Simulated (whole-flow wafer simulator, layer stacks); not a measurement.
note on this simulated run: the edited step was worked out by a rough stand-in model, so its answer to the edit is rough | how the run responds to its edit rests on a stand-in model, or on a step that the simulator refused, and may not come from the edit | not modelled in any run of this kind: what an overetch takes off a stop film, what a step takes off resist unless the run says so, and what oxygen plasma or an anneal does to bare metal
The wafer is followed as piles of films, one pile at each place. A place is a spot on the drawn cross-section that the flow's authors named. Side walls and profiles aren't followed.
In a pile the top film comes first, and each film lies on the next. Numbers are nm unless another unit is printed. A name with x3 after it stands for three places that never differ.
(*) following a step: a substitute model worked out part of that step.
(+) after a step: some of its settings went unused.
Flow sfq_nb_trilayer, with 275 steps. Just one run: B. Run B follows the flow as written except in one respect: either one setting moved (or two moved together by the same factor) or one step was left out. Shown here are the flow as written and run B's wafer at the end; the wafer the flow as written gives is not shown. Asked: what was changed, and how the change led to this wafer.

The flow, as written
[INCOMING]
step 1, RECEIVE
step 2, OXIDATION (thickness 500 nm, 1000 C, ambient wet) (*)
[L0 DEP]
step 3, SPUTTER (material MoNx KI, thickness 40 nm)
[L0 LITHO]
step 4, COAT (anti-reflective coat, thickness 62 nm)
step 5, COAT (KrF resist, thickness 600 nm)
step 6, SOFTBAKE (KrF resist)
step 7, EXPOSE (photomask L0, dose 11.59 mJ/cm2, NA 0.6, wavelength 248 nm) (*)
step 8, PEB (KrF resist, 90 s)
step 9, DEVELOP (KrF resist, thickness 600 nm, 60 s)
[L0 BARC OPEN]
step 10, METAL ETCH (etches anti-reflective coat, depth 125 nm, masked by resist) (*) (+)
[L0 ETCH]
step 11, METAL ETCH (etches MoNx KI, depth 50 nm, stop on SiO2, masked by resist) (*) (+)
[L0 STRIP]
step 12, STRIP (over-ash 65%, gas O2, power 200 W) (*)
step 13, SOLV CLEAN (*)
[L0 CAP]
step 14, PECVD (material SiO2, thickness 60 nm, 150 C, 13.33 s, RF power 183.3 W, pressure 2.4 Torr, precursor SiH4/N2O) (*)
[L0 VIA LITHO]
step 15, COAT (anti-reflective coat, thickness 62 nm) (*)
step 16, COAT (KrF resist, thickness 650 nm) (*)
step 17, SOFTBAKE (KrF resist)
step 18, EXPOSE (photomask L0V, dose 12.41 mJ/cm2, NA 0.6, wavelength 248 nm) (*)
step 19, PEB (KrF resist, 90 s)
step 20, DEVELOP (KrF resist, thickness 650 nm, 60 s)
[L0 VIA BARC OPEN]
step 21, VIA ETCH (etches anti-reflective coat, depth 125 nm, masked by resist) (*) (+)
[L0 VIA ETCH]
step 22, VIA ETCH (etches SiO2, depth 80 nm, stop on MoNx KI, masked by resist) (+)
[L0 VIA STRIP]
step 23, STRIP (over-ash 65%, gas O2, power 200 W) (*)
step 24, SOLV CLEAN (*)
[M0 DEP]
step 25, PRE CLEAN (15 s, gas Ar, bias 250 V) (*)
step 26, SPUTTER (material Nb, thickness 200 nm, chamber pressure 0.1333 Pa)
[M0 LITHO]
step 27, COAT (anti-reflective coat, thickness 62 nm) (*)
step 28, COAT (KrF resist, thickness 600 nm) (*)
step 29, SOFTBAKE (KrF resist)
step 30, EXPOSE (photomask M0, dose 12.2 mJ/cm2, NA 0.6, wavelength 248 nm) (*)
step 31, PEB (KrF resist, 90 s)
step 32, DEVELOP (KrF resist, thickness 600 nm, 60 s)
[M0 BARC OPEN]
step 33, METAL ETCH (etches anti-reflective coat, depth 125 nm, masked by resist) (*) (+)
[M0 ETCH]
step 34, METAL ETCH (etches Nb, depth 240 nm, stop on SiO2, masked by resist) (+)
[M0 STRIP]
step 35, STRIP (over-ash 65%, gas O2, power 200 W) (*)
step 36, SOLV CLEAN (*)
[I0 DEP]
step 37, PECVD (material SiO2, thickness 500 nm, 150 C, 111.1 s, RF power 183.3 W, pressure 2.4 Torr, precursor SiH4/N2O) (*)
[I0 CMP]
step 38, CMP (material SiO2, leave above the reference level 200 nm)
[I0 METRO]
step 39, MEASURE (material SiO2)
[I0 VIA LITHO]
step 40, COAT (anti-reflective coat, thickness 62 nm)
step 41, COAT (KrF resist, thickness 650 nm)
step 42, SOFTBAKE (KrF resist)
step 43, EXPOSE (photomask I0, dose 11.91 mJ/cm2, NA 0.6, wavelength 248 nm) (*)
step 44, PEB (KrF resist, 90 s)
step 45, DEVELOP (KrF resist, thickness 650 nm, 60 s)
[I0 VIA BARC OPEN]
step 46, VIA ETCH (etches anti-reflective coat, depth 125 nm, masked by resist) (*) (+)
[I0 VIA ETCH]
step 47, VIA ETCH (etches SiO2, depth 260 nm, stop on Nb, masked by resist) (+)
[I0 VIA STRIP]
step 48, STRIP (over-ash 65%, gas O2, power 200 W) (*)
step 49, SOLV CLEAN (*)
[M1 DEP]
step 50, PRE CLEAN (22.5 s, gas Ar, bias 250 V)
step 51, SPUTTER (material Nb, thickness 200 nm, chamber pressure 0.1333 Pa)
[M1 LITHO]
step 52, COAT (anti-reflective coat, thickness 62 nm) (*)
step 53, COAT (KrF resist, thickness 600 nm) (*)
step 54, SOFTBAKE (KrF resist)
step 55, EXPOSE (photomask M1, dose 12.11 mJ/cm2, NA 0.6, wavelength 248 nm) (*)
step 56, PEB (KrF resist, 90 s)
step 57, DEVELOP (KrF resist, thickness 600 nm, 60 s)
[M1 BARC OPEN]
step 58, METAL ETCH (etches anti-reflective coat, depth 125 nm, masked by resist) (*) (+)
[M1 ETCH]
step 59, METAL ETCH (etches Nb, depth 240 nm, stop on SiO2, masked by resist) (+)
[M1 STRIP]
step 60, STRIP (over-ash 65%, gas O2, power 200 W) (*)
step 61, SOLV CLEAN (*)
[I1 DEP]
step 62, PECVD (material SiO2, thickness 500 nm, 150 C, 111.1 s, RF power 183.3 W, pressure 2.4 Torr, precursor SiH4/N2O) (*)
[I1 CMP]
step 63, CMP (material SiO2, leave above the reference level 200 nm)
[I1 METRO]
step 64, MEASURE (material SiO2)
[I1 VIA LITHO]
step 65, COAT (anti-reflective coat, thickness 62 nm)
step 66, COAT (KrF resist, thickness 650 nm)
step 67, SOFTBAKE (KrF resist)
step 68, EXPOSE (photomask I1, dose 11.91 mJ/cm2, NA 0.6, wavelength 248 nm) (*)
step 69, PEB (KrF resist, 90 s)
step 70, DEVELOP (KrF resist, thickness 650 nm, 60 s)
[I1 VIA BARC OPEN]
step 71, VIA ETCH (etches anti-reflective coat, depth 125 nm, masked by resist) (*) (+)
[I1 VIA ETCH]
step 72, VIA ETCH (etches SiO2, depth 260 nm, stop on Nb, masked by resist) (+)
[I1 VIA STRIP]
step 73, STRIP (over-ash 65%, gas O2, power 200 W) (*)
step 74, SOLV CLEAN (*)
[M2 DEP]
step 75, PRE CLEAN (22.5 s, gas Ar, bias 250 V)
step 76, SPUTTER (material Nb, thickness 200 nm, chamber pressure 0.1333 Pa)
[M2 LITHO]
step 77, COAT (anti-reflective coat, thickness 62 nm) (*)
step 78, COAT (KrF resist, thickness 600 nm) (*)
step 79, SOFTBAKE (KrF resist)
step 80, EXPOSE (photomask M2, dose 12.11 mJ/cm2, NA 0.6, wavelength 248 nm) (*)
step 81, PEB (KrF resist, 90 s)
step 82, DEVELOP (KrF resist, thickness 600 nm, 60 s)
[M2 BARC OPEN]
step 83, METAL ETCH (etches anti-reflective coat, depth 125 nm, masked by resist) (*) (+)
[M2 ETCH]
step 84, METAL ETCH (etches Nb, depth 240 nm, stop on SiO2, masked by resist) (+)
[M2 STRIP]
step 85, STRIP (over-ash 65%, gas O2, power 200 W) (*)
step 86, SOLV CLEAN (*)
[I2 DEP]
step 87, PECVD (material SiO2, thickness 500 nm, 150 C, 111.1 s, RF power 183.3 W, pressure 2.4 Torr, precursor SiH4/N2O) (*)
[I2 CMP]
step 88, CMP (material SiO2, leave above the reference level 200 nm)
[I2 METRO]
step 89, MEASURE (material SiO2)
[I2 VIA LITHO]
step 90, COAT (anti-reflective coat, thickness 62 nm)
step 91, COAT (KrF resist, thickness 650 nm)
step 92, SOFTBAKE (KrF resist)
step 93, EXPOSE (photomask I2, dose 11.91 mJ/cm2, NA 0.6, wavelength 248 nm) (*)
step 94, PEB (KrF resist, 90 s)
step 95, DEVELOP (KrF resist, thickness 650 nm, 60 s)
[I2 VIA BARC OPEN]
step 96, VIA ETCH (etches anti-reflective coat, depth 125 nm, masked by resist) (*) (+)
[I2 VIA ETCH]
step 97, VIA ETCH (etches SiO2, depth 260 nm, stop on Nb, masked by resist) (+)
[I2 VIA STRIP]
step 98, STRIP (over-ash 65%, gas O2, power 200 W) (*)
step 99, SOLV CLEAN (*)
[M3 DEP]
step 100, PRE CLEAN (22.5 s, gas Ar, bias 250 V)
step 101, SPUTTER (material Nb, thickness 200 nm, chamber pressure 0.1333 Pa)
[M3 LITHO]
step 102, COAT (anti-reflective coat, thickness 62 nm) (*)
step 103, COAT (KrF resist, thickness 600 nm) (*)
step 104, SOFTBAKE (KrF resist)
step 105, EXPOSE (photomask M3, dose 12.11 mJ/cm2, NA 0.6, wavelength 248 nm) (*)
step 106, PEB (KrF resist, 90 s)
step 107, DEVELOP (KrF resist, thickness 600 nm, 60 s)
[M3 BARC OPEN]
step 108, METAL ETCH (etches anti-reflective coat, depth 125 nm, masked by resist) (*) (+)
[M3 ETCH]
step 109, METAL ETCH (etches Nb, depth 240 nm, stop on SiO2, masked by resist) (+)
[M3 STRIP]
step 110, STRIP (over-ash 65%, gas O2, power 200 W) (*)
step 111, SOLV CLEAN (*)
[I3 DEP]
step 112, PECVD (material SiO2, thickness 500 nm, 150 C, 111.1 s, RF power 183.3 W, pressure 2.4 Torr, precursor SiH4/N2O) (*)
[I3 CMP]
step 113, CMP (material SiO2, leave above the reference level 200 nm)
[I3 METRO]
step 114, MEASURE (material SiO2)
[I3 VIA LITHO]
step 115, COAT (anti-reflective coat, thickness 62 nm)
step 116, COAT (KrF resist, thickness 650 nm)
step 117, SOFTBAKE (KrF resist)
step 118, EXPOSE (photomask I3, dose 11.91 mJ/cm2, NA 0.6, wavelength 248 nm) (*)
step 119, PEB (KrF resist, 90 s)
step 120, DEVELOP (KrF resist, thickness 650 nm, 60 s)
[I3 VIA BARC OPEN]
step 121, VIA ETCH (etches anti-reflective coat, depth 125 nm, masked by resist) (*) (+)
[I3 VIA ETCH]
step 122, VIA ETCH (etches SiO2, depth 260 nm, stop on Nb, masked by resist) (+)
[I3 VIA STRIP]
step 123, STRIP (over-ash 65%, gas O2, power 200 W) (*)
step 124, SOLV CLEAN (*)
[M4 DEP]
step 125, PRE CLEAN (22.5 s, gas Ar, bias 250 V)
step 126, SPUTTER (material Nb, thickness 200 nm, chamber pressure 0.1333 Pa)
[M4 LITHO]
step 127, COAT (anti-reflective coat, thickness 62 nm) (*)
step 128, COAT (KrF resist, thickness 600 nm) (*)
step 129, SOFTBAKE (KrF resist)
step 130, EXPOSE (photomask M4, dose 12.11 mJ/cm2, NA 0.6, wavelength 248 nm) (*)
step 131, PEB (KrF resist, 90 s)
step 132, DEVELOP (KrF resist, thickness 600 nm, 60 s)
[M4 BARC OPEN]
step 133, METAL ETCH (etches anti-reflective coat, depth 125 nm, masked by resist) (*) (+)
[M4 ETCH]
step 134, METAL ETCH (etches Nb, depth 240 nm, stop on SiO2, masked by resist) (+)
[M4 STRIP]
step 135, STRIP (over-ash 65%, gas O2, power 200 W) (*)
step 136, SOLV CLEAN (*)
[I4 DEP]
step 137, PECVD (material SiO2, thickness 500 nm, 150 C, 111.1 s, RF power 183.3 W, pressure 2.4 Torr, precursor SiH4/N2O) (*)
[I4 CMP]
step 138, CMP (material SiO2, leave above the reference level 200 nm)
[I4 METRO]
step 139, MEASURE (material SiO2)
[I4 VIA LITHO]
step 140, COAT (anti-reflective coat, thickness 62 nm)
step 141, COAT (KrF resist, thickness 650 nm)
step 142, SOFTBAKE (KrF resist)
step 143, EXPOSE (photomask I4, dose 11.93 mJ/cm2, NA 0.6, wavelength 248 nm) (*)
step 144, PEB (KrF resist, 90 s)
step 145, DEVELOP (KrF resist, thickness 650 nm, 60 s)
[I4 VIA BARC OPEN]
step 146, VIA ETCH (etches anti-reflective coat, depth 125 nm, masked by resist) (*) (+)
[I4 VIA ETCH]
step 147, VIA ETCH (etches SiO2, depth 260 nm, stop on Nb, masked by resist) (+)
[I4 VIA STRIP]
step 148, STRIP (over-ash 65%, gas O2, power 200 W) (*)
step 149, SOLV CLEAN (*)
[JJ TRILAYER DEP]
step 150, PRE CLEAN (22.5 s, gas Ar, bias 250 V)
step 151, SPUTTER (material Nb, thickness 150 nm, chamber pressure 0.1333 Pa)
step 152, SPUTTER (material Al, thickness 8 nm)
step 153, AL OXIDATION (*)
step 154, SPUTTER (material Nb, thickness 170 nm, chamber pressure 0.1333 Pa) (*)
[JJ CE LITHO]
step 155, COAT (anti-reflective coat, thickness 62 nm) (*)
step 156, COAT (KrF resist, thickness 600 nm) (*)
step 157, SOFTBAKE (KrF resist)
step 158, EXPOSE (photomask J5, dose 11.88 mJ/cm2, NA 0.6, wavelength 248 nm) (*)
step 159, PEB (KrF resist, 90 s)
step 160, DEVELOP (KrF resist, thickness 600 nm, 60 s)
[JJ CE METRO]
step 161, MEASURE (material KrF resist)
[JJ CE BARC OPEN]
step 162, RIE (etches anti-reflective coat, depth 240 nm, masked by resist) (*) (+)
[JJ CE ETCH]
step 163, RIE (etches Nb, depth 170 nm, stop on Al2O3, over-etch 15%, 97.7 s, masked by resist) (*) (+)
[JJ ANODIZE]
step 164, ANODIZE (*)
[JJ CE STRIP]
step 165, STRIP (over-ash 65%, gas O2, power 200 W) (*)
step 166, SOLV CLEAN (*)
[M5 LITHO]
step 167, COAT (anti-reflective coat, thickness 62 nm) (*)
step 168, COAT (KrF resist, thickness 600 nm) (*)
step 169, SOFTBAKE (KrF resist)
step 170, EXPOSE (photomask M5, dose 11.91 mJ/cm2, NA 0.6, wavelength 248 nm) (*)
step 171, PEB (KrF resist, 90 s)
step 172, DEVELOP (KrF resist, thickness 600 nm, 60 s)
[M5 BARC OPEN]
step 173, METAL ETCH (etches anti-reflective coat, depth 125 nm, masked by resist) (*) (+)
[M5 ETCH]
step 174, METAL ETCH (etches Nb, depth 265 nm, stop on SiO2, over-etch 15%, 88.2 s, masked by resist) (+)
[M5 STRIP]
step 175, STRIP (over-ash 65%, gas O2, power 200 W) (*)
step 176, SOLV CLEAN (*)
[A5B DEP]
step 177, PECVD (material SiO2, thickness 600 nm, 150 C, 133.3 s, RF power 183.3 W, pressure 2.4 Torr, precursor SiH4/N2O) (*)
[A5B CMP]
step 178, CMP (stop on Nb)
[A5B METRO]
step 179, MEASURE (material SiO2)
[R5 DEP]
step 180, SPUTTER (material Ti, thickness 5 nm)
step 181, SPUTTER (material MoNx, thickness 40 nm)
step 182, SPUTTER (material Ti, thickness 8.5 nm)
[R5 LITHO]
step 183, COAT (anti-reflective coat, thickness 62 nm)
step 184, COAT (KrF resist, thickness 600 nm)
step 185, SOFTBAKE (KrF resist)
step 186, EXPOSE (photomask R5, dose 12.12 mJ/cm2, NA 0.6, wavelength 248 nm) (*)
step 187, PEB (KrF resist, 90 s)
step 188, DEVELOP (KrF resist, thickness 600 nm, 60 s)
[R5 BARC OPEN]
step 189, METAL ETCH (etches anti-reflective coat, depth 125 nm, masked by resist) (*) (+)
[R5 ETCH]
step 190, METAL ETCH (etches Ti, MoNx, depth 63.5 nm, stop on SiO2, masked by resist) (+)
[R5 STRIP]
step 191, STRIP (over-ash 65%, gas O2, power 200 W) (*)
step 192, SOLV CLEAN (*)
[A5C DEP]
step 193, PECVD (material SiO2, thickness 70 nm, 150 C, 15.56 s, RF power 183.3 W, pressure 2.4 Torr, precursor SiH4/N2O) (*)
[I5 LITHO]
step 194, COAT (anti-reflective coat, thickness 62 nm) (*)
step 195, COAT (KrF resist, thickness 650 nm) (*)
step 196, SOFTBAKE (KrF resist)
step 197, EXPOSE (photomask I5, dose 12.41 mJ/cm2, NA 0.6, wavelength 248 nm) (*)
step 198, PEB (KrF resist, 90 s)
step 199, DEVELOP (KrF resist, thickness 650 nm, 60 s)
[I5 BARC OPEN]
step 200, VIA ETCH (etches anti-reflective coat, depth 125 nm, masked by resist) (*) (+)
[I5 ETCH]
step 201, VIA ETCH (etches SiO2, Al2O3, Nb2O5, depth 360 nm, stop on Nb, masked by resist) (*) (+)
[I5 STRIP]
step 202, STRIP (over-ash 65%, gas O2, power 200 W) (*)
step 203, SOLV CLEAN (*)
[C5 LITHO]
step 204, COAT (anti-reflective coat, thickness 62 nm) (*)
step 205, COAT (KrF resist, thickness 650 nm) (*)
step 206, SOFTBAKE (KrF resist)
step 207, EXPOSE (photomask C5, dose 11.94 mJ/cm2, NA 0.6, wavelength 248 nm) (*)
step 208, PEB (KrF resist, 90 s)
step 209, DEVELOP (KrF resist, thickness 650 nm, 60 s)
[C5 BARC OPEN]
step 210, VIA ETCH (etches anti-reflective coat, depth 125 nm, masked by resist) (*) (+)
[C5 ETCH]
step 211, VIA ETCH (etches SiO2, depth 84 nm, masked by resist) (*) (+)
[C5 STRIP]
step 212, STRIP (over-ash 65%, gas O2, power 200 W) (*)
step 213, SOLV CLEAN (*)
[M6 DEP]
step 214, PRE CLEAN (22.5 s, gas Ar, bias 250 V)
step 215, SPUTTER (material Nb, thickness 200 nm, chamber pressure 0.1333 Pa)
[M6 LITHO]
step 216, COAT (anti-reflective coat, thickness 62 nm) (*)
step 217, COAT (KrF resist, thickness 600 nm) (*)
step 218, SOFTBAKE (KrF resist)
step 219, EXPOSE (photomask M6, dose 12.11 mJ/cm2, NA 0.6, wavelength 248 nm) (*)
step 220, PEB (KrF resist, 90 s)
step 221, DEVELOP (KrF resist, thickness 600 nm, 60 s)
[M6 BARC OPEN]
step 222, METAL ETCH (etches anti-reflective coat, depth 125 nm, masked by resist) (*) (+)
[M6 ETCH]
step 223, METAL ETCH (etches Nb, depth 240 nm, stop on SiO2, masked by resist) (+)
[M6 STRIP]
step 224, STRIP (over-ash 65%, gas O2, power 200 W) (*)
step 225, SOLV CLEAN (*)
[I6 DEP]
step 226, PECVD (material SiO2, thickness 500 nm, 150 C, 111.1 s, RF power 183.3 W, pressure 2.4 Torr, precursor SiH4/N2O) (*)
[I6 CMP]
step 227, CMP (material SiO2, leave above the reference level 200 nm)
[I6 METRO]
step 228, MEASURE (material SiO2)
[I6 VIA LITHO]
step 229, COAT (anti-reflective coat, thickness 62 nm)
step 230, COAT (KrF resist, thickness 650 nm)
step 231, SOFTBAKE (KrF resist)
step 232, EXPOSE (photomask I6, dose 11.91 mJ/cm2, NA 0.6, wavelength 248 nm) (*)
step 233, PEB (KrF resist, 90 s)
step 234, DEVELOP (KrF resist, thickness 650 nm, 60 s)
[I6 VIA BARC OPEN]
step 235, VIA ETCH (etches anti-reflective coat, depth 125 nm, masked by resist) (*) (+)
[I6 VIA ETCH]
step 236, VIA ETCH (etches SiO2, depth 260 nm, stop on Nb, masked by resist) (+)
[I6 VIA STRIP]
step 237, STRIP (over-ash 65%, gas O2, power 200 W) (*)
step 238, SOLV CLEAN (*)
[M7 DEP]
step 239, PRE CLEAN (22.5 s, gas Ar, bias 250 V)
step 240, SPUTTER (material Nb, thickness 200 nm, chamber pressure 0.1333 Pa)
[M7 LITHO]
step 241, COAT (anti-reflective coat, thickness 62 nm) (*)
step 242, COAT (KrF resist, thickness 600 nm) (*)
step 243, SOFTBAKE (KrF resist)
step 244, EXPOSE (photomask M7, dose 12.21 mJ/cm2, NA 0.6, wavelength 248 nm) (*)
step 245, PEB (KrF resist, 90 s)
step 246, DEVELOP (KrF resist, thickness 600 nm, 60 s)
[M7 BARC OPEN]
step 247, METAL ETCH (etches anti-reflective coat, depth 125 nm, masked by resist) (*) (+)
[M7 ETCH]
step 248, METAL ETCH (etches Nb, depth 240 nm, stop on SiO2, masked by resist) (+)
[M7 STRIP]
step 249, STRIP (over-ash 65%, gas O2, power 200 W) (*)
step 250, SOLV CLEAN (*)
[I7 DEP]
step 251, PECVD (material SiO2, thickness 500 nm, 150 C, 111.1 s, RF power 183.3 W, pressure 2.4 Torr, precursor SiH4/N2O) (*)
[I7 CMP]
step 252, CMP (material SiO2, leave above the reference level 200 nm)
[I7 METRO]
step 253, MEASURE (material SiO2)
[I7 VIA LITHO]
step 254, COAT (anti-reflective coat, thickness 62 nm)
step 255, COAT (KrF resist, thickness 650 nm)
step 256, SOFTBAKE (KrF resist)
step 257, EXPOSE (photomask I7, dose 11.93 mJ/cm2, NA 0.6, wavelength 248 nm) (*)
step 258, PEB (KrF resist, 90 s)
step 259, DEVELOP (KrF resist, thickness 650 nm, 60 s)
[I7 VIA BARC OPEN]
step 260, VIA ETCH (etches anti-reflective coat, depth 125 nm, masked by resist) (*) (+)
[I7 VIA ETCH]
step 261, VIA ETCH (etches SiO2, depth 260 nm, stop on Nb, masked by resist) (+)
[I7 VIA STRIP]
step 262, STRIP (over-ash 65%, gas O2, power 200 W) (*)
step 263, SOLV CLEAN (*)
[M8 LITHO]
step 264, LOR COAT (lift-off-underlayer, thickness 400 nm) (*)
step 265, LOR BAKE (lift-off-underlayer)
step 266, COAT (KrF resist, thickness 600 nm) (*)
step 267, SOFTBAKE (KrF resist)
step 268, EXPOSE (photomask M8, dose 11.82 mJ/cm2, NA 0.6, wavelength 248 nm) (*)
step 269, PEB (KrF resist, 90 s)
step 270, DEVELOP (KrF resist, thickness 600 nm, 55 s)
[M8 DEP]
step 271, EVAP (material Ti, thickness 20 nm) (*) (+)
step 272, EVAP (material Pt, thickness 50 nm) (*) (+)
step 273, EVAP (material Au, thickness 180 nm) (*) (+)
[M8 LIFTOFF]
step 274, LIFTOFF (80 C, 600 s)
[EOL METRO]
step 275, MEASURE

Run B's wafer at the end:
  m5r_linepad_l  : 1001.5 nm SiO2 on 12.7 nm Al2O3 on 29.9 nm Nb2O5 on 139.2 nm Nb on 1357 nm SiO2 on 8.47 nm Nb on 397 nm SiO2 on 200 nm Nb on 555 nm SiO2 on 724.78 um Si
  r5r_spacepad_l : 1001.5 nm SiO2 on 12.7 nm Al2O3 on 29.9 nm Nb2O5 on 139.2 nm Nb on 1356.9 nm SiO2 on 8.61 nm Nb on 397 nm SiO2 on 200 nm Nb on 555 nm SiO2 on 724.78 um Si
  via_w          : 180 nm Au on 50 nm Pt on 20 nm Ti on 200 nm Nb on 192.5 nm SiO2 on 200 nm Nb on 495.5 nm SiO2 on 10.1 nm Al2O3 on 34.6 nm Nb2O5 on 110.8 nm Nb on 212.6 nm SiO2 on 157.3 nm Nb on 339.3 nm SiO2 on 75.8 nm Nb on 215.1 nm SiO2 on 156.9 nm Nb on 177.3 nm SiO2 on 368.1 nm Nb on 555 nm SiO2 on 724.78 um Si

The reason: step 62, PECVD: thickness 212 nm was run, while the flow as written has thickness 500 nm; step 62, PECVD: 47.22 s was run, where the flow has 111.1 s.

The path from the change to this, step by step:
  step 62, PECVD (material SiO2, thickness 500 nm, 150 C, 111.1 s, RF power 183.3 W, pressure 2.4 Torr, precursor SiH4/N2O) (*)
      field_l, be, be_sur and 72 more: +212 SiO2 (it would be, as written: +500 SiO2)
      v_sur, via_wl, via_wr and 20 more: +212 SiO2 (new film) (it would be, as written: +500 SiO2 (new film))
      (also at 8 further places)
  step 63, CMP (material SiO2, leave above the reference level 200 nm)
      field_l, be, be_sur and 72 more: nothing (it would be, as written: -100 SiO2)
      lsp_m, ln_m6, lsp_r, l0_sur, l0v: nothing (it would be, as written: -94.9 SiO2)
      (also at 26 further places)
  step 65, COAT (anti-reflective coat, thickness 62 nm)
      gap, r_sur, res, p3_l3, p3_l5, p3_l6: +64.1 anti-reflective coat (new film) (it would be, as written: +62 anti-reflective coat (new film))
      jj_sur, be_r, p3_l2, p3_s2: +64.2 anti-reflective coat (new film) (it would be, as written: +62 anti-reflective coat (new film))
      (also at 81 further places)
  step 66, COAT (KrF resist, thickness 650 nm)
      m0r_line_l, m6r_line_l, m7r_line_l: +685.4 KrF resist (new film) (it would be, as written: +650 KrF resist (new film))
      m0r_space_l, m6r_space_l, m7r_space_l: +675.6 KrF resist (new film) (it would be, as written: +650 KrF resist (new film))
      (also at 68 further places)
  step 70, DEVELOP (KrF resist, thickness 650 nm, 60 s)
      via_v: -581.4 KrF resist (all of it) (it would be, as written: -648.6 KrF resist (all of it))
  step 71, VIA ETCH (etches anti-reflective coat, depth 125 nm, masked by resist) (*) (+)
      field_l, v_sur, via_wl and 102 more: -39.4 KrF resist (it would be, as written: -51.7 KrF resist)
      via_v: -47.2 anti-reflective coat (all of it), -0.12 SiO2 (it would be, as written: -62 anti-reflective coat (all of it), -0.16 SiO2)
  step 73, STRIP (over-ash 65%, gas O2, power 200 W) (*)
      m0r_line_l, m6r_line_l, m7r_line_l: -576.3 KrF resist (all of it), -61.8 anti-reflective coat (all of it) (it would be, as written: -528.6 KrF resist (all of it), -62 anti-reflective coat (all of it))
      m0r_space_l, m6r_space_l, m7r_space_l: -566.4 KrF resist (all of it), -81 anti-reflective coat (all of it) (it would be, as written: -528.6 KrF resist (all of it), -62 anti-reflective coat (all of it))
      (also at 99 further places)
  step 76, SPUTTER (material Nb, thickness 200 nm, chamber pressure 0.1333 Pa)
      lsp_m, ln_m6, lsp_r, l0_sur, l0v: +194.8 Nb (new film) (it would be, as written: +200 Nb (new film))
      be, lsp_l: +182.9 Nb (new film) (it would be, as written: +200 Nb (new film))
      (also at 1 further place)
  step 77, COAT (anti-reflective coat, thickness 62 nm) (*)
      m0r_space_l, m0r_space_r, m6r_space_l, m6r_space_r, m7r_space_l, m7r_space_r: +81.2 anti-reflective coat (new film) (it would be, as written: +62 anti-reflective coat (new film))
      p3_l3, p3_s4, p3_l5, p3_l6: +64.1 anti-reflective coat (new film) (it would be, as written: +62 anti-reflective coat (new film))
      (also at 80 further places)
  step 78, COAT (KrF resist, thickness 600 nm) (*)
      m0r_line_l, m0r_line_r, m6r_line_l, m6r_line_r, m7r_line_l, m7r_line_r: +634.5 KrF resist (new film) (it would be, as written: +600 KrF resist (new film))
      m0r_space_l, m0r_space_r, m6r_space_l, m6r_space_r, m7r_space_l, m7r_space_r: +625.1 KrF resist (new film) (it would be, as written: +600 KrF resist (new film))
      (also at 64 further places)
  step 82, DEVELOP (KrF resist, thickness 600 nm, 60 s)
      m0r_line_l, m0r_line_r, m6r_line_l, m6r_line_r, m7r_line_l, m7r_line_r: -633.2 KrF resist (all of it) (it would be, as written: -598.7 KrF resist (all of it))
      m0r_space_l, m0r_space_r, m6r_space_l, m6r_space_r, m7r_space_l, m7r_space_r: -623.8 KrF resist (all of it) (it would be, as written: -598.7 KrF resist (all of it))
      (also at 42 further places)
  step 83, METAL ETCH (etches anti-reflective coat, depth 125 nm, masked by resist) (*) (+)
      m5r_linepad_l, m5r_linepad_r, r5r_spacepad_l, r5r_spacepad_r, m8r_pad_l, m8r_pad_r: -125 anti-reflective coat (it would be, as written: -62 anti-reflective coat (all of it))
      v_sur, via_wl, via_w and 19 more: -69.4 KrF resist (it would be, as written: -51.7 KrF resist)
      (also at 62 further places)
  step 84, METAL ETCH (etches Nb, depth 240 nm, stop on SiO2, masked by resist) (+)
      m5r_linepad_l, m5r_linepad_r: -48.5 anti-reflective coat (all of it), -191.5 Nb (it would be, as written: -200 Nb (all of it))
      r5r_spacepad_l, r5r_spacepad_r: -48.6 anti-reflective coat (all of it), -191.4 Nb (it would be, as written: -200 Nb (all of it))
      (also at 9 further places)
  step 85, STRIP (over-ash 65%, gas O2, power 200 W) (*)
      v_sur: -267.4 KrF resist (all of it), -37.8 anti-reflective coat (all of it) (it would be, as written: -380 KrF resist (all of it), -61.4 anti-reflective coat (all of it))
      via_wl: -277.5 KrF resist (all of it), -31.5 anti-reflective coat (all of it) (it would be, as written: -379.5 KrF resist (all of it), -61.3 anti-reflective coat (all of it))
      (also at 20 further places)
  step 87, PECVD (material SiO2, thickness 500 nm, 150 C, 111.1 s, RF power 183.3 W, pressure 2.4 Torr, precursor SiH4/N2O) (*)
      m5r_linepad_l, m5r_linepad_r, r5r_spacepad_l, r5r_spacepad_r: +500 SiO2 (new film) (it would be, as written: +500 SiO2)
      wl_d_sl, wl_d_sr: +545.1 SiO2 (it would be, as written: +500 SiO2)
      (also at 1 further place)
  step 88, CMP (material SiO2, leave above the reference level 200 nm)
      field_l, be, be_sur and 79 more: nothing (it would be, as written: -100 SiO2)
      via_w: -157.1 SiO2 (it would be, as written: -300 SiO2)
  ... 42 other steps ...
  step 178, CMP (stop on Nb)
      via_w: -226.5 SiO2 (it would be, as written: -235.2 SiO2)
If metal films that touch count as one body, m5r_linepad_l has 3 bodies (between them, from the top down: SiO2 1357; SiO2 397); the flow as written gives 2 bodies (between them, from the top down: SiO2 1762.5).
If metal films that touch count as one body, r5r_spacepad_l has 3 bodies (between them, from the top down: SiO2 1356.9; SiO2 397); the flow as written gives 2 bodies (between them, from the top down: SiO2 1762.5).
If metal films that touch count as one body, via_w has 7 bodies (between them, from the top down: SiO2 192.5; SiO2 495.5 / Al2O3 10.1 / Nb2O5 34.6; SiO2 212.6; SiO2 339.3; SiO2 215.1; SiO2 177.3); the flow as written gives 5 bodies (between them, from the top down: SiO2 192.5; SiO2 427.3 / Al2O3 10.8 / Nb2O5 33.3; SiO2 425.9; SiO2 416.9).
